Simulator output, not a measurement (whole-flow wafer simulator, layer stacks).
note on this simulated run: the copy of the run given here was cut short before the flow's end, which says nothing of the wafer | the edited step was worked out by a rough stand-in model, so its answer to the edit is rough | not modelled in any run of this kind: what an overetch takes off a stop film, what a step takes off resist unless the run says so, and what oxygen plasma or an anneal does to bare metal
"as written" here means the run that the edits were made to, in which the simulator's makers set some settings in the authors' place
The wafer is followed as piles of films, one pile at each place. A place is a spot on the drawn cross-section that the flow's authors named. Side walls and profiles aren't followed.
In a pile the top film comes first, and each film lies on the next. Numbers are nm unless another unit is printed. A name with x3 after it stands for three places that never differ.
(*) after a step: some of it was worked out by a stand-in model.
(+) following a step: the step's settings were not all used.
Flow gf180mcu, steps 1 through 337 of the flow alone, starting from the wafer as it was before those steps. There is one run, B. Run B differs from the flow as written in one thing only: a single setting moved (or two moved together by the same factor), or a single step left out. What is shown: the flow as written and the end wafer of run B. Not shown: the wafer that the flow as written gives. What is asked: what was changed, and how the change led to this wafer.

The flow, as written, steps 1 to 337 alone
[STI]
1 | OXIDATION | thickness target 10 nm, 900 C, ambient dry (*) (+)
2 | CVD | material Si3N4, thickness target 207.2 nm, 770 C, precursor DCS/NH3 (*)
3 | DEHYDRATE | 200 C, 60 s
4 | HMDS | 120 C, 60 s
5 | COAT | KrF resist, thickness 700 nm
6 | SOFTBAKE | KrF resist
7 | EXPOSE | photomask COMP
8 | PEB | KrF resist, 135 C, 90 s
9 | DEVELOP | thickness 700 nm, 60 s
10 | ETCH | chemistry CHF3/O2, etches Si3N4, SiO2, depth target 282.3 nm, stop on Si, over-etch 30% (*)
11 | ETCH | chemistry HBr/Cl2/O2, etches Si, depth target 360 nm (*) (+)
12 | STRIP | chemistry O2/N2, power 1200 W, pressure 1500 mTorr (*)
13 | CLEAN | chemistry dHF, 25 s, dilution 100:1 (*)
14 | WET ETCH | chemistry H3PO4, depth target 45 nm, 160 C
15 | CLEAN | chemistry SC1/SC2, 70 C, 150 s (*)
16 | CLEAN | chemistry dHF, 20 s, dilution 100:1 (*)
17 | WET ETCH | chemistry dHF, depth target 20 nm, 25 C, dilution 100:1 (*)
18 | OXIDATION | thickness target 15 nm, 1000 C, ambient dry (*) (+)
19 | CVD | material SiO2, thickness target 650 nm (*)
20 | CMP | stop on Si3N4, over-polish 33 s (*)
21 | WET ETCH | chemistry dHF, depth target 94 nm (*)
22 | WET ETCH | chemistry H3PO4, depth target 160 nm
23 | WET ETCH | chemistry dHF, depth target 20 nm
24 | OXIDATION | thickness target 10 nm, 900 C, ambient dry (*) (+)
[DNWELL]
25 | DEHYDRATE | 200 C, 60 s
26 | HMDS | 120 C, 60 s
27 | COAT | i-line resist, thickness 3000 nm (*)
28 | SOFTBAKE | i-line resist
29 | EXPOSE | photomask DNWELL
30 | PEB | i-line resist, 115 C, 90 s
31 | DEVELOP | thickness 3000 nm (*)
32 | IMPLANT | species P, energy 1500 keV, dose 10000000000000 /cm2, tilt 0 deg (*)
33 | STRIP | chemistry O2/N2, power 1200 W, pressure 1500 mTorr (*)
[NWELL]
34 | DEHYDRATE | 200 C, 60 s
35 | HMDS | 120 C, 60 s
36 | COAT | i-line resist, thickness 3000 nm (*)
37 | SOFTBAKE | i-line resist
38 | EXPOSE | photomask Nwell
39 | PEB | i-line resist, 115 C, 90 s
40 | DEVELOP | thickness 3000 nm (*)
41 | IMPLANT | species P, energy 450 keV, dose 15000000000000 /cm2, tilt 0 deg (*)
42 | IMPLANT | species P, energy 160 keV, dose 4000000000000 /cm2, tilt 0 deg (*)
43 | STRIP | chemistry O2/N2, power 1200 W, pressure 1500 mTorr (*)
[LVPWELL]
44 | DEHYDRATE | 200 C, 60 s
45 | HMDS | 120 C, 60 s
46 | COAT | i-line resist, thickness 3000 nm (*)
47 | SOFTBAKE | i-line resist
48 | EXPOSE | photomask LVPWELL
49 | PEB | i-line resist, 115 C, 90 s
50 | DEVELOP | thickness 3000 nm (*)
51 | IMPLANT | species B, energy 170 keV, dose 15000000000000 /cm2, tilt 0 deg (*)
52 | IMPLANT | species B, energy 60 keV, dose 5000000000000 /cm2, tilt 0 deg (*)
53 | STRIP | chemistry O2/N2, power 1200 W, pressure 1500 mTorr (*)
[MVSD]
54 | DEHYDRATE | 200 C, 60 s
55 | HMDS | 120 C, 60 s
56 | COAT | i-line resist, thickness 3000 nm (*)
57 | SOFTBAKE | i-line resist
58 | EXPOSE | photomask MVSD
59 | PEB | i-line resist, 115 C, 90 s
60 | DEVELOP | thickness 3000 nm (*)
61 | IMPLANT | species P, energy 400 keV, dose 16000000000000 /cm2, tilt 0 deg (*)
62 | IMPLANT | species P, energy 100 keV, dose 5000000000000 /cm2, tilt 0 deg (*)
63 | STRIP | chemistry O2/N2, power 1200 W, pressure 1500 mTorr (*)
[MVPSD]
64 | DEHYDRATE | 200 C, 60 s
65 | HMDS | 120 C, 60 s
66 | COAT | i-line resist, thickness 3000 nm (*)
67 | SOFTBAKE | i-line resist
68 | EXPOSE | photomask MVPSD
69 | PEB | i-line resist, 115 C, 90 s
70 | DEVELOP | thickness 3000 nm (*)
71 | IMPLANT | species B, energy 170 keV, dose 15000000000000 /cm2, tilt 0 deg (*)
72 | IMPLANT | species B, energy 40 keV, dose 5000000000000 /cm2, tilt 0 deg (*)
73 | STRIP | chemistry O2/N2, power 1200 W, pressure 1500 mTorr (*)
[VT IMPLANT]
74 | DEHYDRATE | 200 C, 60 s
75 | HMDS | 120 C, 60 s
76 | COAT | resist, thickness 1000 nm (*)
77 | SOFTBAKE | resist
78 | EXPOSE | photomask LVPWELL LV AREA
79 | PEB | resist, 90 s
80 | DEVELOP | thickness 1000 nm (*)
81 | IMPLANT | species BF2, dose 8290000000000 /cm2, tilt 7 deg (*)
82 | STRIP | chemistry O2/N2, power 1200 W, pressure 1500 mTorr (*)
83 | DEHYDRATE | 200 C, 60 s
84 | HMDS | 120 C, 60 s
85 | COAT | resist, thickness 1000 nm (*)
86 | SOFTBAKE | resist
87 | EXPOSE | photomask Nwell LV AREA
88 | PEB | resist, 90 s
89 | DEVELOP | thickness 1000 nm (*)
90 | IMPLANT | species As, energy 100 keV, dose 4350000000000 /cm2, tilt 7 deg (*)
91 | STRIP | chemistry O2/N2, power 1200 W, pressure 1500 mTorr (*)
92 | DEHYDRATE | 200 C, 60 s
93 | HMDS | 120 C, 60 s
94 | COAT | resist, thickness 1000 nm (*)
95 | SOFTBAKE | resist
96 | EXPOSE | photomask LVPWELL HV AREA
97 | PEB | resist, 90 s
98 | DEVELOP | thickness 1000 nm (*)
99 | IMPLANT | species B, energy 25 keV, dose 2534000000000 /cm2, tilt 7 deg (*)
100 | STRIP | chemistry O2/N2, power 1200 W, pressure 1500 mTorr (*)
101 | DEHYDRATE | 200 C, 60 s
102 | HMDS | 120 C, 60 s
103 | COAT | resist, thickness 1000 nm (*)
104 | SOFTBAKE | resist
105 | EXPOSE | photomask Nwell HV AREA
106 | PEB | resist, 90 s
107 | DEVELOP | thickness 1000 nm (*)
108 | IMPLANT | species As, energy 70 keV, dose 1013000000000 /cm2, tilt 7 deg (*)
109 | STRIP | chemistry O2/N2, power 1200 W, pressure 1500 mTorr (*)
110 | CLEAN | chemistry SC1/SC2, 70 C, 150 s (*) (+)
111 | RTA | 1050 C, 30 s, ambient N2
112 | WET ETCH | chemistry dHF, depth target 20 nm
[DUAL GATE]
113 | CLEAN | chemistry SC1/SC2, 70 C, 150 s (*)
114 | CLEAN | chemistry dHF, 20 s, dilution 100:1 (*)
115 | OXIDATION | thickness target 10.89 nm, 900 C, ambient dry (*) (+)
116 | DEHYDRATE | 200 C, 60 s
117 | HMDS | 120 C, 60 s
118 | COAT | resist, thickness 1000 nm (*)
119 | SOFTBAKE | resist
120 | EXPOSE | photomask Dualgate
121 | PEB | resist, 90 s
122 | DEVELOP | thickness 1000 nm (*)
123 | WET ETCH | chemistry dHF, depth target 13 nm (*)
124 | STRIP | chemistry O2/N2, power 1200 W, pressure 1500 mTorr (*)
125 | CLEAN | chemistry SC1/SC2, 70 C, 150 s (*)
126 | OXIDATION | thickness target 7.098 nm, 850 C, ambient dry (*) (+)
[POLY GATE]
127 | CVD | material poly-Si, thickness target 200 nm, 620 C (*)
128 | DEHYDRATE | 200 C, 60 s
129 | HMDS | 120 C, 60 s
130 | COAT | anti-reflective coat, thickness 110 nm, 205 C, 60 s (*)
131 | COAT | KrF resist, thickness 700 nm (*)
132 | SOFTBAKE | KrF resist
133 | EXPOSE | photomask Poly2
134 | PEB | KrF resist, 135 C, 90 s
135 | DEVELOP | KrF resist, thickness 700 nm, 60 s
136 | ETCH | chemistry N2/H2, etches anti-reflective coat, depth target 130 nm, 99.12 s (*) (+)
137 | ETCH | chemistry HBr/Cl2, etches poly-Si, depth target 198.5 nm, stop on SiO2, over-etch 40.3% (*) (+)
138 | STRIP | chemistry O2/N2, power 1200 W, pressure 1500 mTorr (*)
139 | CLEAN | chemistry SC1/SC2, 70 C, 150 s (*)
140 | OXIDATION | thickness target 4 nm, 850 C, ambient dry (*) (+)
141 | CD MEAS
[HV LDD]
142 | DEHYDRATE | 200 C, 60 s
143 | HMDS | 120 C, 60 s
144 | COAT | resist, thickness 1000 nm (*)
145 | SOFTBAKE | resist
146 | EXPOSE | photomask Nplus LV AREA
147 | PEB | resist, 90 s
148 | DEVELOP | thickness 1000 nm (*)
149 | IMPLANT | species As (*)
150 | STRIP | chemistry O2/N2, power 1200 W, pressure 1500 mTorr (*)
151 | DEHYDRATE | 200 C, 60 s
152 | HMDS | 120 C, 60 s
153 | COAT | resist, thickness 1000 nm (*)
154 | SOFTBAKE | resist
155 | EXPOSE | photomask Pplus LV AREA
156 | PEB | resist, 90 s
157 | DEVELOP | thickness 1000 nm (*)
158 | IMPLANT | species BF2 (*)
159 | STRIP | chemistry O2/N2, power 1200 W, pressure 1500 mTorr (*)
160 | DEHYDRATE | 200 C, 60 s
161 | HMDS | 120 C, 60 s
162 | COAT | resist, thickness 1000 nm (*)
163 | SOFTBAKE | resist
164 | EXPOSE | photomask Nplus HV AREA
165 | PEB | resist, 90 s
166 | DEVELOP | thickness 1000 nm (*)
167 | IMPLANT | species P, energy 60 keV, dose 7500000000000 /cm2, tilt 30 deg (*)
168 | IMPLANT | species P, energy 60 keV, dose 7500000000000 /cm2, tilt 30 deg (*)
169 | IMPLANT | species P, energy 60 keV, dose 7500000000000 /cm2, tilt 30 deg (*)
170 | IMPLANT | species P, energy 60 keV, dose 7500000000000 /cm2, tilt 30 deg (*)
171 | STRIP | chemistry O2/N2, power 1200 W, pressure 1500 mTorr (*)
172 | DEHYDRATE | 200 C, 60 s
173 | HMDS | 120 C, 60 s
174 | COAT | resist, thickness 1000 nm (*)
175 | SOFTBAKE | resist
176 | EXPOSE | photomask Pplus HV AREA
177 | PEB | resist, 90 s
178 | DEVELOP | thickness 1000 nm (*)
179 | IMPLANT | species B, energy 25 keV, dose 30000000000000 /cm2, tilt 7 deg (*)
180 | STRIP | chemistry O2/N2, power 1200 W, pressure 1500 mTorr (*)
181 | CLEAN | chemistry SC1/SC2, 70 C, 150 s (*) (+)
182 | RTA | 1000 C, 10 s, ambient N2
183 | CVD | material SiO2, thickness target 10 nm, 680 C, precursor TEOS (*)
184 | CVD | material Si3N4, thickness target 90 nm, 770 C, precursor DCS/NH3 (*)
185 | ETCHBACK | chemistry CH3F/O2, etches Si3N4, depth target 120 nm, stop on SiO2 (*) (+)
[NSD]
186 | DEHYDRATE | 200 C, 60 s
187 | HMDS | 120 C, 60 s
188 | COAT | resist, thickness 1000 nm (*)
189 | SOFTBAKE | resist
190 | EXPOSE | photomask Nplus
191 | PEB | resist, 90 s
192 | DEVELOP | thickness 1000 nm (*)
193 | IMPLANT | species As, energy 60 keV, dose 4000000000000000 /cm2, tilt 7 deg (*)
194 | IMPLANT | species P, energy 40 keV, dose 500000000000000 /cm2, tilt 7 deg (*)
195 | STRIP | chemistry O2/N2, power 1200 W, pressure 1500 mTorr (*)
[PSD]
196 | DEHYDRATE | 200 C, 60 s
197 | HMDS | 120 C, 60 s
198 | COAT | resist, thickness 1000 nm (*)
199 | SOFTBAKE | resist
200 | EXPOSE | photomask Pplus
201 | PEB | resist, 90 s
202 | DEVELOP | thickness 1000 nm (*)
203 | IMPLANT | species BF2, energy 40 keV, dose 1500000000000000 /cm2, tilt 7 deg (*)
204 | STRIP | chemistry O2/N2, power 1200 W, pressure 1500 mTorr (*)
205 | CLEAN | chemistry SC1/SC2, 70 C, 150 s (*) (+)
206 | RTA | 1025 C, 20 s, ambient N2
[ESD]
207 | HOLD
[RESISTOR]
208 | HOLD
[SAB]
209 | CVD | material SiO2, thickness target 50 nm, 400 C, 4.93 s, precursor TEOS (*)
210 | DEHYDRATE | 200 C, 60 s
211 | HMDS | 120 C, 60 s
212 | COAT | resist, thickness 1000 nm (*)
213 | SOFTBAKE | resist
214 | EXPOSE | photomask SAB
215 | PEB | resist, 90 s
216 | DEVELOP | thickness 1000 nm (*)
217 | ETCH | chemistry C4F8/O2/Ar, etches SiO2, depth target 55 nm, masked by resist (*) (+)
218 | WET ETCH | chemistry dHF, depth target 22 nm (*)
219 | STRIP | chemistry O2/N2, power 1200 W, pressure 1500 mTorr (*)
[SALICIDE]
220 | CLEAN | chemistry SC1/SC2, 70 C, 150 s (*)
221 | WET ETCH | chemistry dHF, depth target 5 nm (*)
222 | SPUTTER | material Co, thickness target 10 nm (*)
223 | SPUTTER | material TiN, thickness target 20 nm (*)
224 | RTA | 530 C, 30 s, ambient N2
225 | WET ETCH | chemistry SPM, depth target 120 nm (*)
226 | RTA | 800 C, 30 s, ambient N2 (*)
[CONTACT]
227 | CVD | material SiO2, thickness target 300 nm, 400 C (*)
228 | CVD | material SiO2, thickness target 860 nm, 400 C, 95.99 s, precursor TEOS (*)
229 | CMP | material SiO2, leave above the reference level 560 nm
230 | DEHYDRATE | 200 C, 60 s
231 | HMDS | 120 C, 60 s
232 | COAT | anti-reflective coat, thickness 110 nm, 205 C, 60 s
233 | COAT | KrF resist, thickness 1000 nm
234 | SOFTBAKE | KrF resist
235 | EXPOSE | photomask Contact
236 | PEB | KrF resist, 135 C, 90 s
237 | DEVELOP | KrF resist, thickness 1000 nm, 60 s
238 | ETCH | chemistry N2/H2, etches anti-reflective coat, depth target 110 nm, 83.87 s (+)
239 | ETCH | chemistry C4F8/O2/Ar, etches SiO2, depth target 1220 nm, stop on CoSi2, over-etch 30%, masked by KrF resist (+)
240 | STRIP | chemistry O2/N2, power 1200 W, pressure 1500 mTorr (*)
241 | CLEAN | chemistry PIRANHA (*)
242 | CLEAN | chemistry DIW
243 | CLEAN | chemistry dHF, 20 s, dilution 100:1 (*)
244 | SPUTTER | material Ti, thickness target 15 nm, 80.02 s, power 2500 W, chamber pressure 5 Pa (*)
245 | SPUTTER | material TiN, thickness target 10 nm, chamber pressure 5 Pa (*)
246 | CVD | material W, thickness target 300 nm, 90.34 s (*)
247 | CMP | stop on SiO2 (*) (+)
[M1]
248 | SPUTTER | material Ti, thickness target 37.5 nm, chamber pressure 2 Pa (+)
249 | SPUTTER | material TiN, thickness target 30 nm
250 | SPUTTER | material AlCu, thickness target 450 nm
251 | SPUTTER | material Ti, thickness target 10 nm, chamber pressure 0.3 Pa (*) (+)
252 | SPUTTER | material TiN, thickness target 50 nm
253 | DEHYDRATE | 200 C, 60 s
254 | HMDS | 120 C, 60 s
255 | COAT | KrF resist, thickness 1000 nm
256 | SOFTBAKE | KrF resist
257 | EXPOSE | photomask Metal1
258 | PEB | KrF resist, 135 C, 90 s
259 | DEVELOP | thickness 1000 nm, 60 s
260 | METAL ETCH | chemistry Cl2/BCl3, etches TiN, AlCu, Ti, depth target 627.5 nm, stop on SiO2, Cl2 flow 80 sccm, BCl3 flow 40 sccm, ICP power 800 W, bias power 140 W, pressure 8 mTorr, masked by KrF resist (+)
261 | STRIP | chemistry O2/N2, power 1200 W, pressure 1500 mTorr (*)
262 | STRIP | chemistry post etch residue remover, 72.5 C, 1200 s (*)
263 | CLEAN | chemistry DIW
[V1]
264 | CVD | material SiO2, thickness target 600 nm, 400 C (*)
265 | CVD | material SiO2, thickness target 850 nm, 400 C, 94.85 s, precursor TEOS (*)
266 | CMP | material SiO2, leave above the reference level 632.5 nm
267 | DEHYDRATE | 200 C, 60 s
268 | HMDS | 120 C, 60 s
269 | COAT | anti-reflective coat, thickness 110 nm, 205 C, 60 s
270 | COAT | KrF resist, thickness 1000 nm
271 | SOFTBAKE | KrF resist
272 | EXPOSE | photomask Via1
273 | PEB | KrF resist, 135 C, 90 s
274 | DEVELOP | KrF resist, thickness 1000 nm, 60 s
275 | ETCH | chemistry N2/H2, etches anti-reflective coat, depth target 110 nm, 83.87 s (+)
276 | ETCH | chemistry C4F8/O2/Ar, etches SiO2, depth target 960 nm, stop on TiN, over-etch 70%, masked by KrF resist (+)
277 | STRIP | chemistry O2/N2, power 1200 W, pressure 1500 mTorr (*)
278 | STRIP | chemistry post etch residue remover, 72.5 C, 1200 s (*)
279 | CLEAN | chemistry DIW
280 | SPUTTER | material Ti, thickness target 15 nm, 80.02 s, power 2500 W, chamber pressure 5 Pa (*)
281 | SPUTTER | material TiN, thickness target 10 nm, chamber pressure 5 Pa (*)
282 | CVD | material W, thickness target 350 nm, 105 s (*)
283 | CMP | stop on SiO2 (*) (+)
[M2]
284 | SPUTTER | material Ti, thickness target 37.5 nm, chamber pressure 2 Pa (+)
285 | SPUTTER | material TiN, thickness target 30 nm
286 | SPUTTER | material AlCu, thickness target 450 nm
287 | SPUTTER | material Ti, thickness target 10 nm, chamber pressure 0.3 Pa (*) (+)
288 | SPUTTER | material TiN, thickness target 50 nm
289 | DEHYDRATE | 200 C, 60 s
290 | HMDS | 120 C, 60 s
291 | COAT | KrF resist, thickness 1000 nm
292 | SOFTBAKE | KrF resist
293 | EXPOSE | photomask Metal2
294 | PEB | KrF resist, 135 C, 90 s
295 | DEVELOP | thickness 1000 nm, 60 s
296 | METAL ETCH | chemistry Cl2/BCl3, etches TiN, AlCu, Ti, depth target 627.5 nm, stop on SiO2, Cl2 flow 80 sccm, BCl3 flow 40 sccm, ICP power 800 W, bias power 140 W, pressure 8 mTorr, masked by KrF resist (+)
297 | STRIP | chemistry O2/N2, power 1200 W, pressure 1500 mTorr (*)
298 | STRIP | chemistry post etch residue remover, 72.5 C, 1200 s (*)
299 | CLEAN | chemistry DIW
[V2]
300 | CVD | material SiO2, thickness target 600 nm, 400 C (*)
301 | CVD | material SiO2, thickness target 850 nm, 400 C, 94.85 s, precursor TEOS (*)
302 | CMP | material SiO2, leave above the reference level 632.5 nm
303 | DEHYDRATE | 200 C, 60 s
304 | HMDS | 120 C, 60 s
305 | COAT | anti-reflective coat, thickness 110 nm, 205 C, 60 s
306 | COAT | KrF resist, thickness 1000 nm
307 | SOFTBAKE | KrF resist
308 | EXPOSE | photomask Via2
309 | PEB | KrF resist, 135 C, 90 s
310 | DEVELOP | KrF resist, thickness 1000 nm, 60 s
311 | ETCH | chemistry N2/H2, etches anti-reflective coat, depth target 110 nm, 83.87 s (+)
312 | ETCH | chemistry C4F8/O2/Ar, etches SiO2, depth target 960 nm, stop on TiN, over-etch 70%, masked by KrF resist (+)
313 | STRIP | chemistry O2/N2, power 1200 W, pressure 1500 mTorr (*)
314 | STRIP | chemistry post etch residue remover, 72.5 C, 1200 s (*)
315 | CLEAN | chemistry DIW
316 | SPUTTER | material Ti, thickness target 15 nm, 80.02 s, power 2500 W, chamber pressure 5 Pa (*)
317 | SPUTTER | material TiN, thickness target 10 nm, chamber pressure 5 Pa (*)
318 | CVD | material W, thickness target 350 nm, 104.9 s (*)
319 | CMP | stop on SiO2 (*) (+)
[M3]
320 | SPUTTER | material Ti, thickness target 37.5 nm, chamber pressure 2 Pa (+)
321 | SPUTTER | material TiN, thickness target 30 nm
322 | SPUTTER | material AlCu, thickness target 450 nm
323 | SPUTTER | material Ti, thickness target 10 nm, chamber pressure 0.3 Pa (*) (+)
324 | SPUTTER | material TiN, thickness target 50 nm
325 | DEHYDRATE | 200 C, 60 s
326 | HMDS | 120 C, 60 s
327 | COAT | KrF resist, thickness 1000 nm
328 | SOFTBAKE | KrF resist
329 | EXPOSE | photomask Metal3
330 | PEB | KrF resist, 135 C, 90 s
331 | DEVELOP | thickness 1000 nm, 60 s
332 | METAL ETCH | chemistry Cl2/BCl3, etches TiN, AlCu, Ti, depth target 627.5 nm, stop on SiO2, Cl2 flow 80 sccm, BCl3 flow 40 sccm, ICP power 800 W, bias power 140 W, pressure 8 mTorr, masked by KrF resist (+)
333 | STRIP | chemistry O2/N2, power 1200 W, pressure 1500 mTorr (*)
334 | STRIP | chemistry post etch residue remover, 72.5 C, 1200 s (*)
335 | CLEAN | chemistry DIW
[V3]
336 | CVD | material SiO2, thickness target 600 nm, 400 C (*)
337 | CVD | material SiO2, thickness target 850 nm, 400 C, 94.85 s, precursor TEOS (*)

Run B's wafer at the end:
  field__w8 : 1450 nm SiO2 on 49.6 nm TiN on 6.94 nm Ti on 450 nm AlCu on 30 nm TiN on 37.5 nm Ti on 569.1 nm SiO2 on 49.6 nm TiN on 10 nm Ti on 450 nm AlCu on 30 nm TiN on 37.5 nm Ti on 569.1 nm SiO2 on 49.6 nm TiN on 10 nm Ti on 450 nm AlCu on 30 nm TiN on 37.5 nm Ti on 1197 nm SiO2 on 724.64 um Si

What caused this: step 323, SPUTTER: thickness target 6.94 nm was run, though the flow has thickness target 10 nm.
The wafer itself shows it: field__w8 has Ti 6.94, and step 323 as written asks for 10 nm.

Step by step, how the change led to this:
  323 | SPUTTER | material Ti, thickness target 10 nm, chamber pressure 0.3 Pa (*) (+)
      field, field__w1, field__w2 and 108 more: Ti gains 6.94 (new film) (in the flow as written it would be: Ti gains 10 (new film))
  332 | METAL ETCH | chemistry Cl2/BCl3, etches TiN, AlCu, Ti, depth target 627.5 nm, stop on SiO2, Cl2 flow 80 sccm, BCl3 flow 40 sccm, ICP power 800 W, bias power 140 W, pressure 8 mTorr, masked by KrF resist (+)
      field, field__w1, field__w2 and 103 more: TiN loses 50 (all of it), Ti loses 6.94 (all of it), AlCu loses 450 (all of it), TiN loses 30 (all of it), Ti loses 37.5 (all of it) (in the flow as written it would be: TiN loses 50 (all of it), Ti loses 10 (all of it), AlCu loses 450 (all of it), TiN loses 30 (all of it), Ti loses 37.5 (all of it))
